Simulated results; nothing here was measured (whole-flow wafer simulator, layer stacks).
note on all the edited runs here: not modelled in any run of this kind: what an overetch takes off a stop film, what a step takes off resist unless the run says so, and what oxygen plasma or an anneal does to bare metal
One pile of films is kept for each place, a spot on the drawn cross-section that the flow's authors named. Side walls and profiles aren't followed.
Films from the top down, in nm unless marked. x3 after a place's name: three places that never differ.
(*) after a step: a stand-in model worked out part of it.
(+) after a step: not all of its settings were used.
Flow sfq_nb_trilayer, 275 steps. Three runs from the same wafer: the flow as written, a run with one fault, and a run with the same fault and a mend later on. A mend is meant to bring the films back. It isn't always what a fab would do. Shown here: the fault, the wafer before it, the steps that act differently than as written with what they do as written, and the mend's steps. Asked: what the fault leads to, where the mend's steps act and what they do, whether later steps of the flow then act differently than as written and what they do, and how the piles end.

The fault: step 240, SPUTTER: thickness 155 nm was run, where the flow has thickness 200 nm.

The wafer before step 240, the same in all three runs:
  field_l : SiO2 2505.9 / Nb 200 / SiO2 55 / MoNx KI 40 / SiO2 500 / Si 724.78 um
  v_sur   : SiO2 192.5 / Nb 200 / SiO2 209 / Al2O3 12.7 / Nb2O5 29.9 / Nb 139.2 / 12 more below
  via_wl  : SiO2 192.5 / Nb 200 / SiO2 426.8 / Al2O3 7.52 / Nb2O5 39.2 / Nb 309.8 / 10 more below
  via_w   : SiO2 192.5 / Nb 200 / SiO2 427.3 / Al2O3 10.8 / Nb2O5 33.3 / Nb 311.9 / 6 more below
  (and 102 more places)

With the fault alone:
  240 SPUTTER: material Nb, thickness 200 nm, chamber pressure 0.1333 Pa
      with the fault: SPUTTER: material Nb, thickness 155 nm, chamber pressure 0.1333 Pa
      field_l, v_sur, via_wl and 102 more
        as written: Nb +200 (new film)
        with the fault: Nb +155 (new film)
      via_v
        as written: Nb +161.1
        with the fault: Nb +124.7
  Later steps of the flow that act differently than as written (4 more steps differ only slightly, by at most 2% or 0.5 nm, whichever is larger, and aren't shown):
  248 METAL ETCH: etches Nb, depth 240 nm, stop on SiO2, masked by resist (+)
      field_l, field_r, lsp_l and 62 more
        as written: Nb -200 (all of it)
        with the fault: Nb -155 (all of it)
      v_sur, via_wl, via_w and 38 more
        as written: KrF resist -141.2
        with the fault: KrF resist -136.8
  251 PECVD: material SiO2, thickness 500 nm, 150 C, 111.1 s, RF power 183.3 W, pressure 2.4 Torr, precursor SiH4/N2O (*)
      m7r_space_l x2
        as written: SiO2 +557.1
        with the fault: SiO2 +512.1
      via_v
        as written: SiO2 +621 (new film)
        with the fault: SiO2 +607.6 (new film)
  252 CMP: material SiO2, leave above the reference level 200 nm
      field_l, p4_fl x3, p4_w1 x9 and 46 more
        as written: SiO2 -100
        with the fault: SiO2 -145
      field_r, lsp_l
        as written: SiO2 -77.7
        with the fault: SiO2 -127.7
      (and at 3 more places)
  At the end the piles differ from the flow's by more than 2% or 0.5 nm, whichever is larger, at v_sur, via_wl, via_w and 86 more.
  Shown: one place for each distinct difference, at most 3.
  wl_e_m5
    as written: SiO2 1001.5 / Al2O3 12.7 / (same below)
    with the fault: SiO2 956.5 / Al2O3 12.7 / (same below)
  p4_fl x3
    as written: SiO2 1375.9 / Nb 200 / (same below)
    with the fault: SiO2 1330.9 / Nb 200 / (same below)
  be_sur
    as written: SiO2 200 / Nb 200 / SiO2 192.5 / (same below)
    with the fault: SiO2 200 / Nb 155 / SiO2 192.5 / (same below)

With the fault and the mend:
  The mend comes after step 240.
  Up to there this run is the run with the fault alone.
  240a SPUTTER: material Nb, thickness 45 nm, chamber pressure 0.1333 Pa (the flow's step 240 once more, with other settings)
      field_l, v_sur, via_wl and 102 more
        Nb +45
      via_v
        Nb +33.1
  No later step of the flow acts differently than as written, at any place that is followed, by more than 2% or 0.5 nm, whichever is larger.
  At the end the piles differ from the flow's only slightly at the places that both follow, by at most 2% or 0.5 nm, whichever is larger.
